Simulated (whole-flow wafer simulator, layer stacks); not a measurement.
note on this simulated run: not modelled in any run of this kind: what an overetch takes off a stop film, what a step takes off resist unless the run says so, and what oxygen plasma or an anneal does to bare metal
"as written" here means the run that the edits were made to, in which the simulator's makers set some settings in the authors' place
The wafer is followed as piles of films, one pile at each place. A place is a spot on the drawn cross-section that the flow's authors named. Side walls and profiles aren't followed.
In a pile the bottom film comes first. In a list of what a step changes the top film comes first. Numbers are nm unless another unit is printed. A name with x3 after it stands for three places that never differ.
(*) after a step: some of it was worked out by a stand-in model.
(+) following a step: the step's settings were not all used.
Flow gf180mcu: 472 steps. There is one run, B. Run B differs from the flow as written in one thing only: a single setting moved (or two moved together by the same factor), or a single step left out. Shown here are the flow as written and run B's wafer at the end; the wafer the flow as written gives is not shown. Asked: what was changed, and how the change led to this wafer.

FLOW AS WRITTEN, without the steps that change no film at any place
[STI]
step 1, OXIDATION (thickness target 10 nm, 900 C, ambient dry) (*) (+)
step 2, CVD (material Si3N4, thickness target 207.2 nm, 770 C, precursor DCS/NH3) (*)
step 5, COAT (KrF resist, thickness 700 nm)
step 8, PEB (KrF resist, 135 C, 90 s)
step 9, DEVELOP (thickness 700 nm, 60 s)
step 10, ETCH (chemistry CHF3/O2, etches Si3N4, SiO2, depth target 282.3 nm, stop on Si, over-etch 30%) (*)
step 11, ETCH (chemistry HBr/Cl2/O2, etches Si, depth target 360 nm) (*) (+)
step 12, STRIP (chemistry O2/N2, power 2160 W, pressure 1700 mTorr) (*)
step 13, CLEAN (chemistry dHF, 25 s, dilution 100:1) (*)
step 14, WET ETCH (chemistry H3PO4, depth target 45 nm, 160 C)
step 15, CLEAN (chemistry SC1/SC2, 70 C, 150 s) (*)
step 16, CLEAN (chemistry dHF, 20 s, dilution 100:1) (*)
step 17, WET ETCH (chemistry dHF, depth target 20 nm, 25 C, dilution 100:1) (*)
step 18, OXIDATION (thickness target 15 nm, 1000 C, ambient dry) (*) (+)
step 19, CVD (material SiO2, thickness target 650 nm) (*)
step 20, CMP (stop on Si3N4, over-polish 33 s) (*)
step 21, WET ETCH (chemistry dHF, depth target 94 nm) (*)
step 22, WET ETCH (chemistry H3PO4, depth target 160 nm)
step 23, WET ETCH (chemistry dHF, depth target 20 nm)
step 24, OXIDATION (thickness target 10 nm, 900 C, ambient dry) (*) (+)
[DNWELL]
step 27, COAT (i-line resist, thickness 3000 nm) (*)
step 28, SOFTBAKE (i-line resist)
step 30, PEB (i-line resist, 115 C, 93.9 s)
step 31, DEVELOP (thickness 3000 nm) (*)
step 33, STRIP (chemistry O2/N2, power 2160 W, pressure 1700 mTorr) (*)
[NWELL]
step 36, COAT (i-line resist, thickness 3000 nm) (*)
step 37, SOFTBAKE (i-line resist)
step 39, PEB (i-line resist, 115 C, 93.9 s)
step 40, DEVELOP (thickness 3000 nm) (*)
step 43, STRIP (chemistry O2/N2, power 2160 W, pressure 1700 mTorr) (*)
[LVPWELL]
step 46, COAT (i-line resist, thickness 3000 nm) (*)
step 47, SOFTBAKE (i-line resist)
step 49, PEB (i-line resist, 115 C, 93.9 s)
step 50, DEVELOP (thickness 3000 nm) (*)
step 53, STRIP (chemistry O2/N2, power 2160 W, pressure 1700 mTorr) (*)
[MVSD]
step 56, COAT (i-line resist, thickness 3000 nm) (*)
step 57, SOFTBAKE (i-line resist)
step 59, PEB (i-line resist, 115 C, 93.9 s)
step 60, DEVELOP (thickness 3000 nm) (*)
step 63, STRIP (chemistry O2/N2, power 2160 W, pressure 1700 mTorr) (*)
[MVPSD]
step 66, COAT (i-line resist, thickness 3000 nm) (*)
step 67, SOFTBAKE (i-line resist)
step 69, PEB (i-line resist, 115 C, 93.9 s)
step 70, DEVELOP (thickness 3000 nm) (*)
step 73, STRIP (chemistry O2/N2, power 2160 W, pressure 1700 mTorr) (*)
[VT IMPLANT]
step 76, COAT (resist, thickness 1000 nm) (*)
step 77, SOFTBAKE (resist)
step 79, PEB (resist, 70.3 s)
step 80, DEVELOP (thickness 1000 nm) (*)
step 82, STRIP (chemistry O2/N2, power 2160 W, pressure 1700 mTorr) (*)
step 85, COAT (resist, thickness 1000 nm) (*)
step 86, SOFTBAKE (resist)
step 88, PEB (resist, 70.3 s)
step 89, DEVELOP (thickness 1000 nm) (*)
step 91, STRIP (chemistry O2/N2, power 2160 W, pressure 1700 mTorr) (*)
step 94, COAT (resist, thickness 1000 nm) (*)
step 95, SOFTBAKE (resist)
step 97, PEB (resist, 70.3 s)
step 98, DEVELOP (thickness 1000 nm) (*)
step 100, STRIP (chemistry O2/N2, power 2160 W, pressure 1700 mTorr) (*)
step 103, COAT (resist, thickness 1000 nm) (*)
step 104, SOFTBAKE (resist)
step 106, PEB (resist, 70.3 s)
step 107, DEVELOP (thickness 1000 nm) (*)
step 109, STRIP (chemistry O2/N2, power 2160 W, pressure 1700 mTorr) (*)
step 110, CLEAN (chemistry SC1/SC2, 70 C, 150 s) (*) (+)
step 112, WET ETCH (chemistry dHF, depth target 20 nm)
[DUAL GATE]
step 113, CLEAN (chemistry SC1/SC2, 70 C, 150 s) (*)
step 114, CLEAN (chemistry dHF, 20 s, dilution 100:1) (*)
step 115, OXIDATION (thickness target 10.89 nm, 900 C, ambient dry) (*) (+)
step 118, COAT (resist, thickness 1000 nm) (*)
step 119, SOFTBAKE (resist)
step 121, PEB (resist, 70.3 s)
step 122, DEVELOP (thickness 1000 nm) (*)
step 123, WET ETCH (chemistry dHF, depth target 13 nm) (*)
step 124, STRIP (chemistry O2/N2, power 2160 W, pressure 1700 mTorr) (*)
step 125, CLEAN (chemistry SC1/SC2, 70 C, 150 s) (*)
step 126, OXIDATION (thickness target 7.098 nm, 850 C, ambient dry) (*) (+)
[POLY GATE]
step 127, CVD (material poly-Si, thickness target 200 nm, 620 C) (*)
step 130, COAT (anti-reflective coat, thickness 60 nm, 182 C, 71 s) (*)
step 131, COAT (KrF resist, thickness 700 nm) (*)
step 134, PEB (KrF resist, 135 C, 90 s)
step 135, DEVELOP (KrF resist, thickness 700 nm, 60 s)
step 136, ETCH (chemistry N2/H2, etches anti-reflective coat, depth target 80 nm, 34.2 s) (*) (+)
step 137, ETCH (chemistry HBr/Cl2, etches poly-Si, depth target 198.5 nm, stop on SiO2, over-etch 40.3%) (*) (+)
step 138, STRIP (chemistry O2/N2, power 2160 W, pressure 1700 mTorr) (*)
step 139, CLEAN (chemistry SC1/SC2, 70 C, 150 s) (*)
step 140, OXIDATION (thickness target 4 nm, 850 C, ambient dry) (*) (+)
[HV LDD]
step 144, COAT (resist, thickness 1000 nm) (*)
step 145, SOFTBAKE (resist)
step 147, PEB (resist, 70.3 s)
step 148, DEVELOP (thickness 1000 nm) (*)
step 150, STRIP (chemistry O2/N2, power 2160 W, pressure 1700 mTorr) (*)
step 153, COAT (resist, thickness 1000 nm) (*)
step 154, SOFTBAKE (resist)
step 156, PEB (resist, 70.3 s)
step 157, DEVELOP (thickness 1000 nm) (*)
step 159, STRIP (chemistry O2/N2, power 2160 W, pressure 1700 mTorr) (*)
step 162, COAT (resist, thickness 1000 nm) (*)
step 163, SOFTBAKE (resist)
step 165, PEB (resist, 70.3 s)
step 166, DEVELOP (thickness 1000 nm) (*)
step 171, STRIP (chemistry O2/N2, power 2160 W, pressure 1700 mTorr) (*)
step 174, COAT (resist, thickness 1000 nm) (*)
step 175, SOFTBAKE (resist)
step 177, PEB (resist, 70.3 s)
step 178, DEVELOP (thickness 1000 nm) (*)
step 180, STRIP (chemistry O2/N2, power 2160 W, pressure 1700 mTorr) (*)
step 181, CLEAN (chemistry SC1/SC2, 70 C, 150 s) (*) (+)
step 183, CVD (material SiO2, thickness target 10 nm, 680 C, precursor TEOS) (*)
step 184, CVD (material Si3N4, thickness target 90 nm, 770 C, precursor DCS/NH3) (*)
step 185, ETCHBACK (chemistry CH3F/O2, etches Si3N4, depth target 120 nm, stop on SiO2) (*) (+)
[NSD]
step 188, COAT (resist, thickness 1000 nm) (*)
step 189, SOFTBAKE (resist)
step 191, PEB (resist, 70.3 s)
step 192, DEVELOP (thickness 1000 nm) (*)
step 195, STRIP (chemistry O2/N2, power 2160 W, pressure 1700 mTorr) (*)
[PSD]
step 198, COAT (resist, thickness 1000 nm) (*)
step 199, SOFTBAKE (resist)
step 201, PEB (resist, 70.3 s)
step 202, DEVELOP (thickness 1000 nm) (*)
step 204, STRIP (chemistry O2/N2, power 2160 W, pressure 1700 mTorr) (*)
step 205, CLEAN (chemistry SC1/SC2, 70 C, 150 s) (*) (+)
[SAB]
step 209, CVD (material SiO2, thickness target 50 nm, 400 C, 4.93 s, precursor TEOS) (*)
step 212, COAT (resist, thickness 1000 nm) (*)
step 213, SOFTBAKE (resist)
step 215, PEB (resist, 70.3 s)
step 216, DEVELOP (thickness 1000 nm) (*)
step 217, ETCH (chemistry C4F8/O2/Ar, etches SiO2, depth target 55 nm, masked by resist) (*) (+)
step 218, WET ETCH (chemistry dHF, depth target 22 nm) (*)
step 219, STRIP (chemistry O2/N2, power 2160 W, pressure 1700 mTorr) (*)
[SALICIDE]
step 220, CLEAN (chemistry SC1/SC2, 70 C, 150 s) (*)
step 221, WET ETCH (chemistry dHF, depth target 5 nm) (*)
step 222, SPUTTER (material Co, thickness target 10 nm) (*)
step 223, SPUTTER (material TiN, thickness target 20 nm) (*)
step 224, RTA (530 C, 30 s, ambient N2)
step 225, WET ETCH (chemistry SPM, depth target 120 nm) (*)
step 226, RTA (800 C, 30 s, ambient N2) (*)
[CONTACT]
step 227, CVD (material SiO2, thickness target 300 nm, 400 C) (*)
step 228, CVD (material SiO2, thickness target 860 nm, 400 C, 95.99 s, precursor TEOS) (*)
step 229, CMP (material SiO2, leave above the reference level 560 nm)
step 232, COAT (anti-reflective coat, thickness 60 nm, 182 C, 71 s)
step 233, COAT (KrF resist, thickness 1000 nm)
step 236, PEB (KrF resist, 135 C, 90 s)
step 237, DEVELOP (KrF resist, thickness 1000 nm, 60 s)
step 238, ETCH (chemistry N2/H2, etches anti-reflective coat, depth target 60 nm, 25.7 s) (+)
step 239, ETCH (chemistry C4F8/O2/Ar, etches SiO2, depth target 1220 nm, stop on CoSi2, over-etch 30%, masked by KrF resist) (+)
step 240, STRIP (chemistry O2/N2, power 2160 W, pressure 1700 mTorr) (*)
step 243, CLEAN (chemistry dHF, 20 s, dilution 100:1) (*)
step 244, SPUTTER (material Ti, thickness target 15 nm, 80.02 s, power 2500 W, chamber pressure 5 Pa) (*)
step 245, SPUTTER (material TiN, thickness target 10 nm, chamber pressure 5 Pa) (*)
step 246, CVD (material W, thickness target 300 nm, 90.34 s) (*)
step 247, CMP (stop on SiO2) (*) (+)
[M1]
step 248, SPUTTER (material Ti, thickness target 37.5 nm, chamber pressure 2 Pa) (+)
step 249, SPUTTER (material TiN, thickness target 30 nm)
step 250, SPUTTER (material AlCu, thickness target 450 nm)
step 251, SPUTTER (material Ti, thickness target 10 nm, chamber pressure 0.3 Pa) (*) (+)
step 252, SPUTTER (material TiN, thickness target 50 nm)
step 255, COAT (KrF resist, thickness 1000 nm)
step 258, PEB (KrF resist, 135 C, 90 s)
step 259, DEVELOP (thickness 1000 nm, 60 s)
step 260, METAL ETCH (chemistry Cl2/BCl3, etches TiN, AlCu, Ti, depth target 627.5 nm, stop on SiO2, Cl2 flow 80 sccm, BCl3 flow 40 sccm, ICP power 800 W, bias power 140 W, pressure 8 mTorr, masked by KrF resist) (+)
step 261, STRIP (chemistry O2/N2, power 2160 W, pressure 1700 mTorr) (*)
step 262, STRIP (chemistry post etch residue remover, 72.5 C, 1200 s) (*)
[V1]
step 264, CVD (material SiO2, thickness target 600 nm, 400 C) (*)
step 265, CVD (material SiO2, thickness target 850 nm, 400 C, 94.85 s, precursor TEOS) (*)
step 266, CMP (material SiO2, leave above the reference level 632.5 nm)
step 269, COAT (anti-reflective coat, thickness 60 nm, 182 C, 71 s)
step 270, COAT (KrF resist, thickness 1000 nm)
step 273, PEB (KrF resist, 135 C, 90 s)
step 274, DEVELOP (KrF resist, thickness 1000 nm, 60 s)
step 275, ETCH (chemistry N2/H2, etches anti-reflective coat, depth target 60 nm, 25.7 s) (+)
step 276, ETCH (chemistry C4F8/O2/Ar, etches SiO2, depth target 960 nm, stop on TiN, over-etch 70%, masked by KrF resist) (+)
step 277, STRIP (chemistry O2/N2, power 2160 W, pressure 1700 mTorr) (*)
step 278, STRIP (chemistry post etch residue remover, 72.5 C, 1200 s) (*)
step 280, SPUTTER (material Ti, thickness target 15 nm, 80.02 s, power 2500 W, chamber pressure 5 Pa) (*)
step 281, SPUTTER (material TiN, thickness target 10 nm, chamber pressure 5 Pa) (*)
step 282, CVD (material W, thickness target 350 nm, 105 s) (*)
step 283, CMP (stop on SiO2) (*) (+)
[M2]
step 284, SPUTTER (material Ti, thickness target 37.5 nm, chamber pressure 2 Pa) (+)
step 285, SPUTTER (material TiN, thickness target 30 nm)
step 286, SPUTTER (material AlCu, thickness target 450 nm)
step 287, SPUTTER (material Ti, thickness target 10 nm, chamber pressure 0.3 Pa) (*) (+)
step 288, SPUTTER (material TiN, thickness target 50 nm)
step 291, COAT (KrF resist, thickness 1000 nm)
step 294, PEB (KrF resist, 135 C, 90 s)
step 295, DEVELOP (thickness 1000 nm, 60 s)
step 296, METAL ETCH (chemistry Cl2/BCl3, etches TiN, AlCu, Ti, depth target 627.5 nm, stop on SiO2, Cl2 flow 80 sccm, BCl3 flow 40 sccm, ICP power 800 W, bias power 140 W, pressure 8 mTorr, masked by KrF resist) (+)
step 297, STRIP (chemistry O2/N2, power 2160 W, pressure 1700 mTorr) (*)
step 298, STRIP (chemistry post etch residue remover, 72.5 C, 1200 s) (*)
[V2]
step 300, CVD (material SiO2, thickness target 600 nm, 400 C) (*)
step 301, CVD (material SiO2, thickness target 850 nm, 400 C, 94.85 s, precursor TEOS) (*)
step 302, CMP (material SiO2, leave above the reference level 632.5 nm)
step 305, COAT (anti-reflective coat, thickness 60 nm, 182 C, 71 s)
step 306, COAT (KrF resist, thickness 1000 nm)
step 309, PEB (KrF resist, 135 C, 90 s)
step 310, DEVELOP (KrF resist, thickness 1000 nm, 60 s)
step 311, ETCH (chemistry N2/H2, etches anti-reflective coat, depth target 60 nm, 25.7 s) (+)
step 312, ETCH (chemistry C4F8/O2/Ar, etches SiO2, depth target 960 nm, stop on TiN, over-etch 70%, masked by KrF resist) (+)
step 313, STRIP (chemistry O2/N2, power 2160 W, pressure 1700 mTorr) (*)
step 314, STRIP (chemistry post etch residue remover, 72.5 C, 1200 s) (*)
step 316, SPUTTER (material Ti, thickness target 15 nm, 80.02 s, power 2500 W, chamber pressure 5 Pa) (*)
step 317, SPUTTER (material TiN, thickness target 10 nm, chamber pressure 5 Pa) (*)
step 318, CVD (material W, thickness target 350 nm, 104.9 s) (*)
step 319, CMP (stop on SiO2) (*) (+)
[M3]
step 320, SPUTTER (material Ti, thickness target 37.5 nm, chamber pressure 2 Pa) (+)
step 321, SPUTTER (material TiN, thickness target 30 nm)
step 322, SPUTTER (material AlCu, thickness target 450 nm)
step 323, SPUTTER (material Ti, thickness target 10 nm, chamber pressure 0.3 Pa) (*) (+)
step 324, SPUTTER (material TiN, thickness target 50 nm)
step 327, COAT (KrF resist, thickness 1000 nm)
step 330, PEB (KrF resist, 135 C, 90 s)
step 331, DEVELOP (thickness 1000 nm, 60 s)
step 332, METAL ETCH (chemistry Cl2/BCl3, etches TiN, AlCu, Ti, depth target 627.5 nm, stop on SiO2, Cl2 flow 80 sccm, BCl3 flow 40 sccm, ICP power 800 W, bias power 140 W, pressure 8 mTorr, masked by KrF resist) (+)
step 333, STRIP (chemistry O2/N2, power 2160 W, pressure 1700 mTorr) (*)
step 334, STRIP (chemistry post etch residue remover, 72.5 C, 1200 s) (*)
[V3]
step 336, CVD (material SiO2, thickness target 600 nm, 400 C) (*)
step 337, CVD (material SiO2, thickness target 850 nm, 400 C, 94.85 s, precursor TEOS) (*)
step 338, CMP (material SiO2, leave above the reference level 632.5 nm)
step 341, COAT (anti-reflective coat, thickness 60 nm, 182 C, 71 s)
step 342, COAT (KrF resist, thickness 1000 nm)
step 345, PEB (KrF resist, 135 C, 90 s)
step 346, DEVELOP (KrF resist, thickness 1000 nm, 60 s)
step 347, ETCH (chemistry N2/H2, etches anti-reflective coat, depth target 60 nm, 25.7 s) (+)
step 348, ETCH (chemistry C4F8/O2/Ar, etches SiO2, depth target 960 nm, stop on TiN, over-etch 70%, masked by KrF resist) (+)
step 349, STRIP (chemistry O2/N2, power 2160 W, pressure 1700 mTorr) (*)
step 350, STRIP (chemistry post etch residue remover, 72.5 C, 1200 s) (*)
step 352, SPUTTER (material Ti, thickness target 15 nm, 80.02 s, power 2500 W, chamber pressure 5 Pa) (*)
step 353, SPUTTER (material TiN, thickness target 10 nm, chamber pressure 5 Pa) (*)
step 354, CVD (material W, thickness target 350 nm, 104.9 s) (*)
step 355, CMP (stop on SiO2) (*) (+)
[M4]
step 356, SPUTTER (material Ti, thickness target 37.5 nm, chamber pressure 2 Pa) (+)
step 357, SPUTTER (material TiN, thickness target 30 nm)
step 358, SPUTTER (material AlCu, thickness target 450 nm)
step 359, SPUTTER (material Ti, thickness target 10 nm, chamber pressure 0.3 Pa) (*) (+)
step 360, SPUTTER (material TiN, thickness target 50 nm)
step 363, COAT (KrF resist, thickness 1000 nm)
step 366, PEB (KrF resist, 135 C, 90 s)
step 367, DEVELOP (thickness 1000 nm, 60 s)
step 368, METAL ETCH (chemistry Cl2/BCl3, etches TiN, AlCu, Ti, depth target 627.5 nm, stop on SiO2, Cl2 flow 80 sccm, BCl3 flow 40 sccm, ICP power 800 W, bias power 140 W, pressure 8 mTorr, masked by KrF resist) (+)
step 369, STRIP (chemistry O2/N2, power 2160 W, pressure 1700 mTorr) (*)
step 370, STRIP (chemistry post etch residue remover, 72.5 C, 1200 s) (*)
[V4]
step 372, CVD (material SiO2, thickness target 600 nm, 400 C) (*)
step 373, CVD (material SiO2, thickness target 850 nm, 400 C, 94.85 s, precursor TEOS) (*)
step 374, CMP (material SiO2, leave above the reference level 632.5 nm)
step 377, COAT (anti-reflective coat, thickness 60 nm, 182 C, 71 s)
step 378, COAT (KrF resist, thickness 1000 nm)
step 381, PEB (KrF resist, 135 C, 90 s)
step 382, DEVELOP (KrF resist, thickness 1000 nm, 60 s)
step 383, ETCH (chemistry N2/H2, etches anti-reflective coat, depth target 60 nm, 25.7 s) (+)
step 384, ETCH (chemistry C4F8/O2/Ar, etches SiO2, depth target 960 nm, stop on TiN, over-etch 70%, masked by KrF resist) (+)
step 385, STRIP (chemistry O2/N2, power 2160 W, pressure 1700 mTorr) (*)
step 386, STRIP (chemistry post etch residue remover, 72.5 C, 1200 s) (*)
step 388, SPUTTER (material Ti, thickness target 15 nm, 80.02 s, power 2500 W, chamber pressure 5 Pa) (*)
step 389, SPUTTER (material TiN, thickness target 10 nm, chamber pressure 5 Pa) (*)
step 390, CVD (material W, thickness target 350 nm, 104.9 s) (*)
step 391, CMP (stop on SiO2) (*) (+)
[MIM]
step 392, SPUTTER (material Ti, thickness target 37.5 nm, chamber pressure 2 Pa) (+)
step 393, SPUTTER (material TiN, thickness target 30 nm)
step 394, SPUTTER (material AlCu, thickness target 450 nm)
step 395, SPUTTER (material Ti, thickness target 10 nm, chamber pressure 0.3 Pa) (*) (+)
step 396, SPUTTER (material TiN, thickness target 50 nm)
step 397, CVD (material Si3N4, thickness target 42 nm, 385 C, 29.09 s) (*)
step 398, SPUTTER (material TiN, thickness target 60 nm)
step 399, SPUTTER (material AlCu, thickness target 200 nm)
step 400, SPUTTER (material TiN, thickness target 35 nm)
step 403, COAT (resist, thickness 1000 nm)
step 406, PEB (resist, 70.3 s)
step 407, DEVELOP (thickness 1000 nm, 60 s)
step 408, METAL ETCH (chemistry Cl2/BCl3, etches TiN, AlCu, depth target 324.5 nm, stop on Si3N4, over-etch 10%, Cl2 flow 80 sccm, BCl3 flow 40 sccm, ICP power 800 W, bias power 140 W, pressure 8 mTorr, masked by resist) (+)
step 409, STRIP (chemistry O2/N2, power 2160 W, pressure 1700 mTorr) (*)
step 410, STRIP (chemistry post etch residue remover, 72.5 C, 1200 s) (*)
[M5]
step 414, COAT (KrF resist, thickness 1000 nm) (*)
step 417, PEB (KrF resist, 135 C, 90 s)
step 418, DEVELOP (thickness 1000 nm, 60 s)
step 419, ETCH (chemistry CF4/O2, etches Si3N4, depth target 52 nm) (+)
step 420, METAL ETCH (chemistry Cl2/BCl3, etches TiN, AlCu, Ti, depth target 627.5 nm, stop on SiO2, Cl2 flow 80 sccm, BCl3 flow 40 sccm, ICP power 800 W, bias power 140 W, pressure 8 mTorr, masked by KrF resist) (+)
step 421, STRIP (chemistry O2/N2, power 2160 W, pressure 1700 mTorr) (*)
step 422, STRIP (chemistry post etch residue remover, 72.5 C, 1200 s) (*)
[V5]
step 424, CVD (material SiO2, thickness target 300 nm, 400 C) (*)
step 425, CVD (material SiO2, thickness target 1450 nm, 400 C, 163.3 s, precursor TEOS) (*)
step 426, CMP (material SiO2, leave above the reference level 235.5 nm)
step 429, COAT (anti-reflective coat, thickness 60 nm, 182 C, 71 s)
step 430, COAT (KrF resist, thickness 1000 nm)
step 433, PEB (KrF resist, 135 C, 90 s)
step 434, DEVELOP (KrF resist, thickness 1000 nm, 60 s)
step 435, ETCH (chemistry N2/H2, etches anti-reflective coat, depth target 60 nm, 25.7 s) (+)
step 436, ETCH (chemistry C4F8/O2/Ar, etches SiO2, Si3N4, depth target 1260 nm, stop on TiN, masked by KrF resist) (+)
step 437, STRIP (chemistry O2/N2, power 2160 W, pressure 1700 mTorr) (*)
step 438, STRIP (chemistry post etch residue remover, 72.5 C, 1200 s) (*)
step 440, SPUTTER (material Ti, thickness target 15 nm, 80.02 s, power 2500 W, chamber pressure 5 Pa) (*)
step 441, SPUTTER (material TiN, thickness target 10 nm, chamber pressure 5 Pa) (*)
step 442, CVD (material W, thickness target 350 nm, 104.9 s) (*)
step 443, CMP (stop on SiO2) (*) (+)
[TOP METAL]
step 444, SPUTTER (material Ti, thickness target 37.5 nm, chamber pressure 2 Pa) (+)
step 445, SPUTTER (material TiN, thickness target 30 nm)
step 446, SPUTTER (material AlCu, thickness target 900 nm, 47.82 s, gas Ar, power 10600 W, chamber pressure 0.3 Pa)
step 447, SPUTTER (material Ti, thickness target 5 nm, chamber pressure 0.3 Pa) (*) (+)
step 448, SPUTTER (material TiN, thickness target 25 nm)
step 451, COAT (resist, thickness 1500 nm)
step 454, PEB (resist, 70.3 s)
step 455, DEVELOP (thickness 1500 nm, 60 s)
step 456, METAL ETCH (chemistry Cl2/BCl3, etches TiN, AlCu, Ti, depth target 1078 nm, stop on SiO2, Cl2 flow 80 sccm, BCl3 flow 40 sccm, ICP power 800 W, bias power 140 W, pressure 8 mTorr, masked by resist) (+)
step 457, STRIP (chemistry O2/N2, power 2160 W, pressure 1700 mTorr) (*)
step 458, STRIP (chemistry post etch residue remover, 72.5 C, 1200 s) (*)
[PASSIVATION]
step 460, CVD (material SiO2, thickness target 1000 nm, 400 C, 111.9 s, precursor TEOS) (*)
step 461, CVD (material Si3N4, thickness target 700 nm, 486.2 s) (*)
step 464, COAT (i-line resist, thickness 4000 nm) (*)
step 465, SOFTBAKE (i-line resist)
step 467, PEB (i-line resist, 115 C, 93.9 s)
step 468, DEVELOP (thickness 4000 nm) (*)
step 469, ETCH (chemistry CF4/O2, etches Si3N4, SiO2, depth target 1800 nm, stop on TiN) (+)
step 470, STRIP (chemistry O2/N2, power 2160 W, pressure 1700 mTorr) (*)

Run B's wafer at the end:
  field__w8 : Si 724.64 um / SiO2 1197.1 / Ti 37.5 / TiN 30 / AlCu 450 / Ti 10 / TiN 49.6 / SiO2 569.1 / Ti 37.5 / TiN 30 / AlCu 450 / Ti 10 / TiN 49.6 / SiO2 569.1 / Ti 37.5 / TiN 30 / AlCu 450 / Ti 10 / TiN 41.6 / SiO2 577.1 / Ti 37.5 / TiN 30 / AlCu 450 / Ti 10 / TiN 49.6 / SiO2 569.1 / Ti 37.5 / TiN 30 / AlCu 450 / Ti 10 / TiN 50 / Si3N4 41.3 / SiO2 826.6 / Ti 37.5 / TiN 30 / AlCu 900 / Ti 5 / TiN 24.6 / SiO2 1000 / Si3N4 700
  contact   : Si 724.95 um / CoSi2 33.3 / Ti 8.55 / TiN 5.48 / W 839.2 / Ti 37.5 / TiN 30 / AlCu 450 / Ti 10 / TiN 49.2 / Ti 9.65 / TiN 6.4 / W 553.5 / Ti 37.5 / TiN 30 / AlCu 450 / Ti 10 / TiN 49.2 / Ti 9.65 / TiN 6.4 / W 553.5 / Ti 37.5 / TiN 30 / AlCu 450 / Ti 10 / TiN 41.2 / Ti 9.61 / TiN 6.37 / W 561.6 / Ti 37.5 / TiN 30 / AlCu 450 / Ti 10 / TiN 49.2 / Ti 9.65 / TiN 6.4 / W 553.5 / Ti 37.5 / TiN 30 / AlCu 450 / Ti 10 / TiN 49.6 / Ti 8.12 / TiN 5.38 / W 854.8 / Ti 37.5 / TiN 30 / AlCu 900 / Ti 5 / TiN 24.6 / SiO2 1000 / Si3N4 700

Cause: step 324, SPUTTER: thickness target 42 nm was run, whereas the flow has thickness target 50 nm.

How this came from the change, step by step:
  step 324, SPUTTER (material TiN, thickness target 50 nm)
      field, field__w1, field__w2 and 108 more: +42 TiN (new film) (it would be, as written: +50 TiN (new film))
  step 332, METAL ETCH (chemistry Cl2/BCl3, etches TiN, AlCu, Ti, depth target 627.5 nm, stop on SiO2, Cl2 flow 80 sccm, BCl3 flow 40 sccm, ICP power 800 W, bias power 140 W, pressure 8 mTorr, masked by KrF resist) (+)
      field, field__w1, field__w2 and 103 more: -42 TiN (all of it), -10 Ti (all of it), -450 AlCu (all of it), -30 TiN (all of it), -37.5 Ti (all of it) (it would be, as written: -50 TiN (all of it), -10 Ti (all of it), -450 AlCu (all of it), -30 TiN (all of it), -37.5 Ti (all of it))
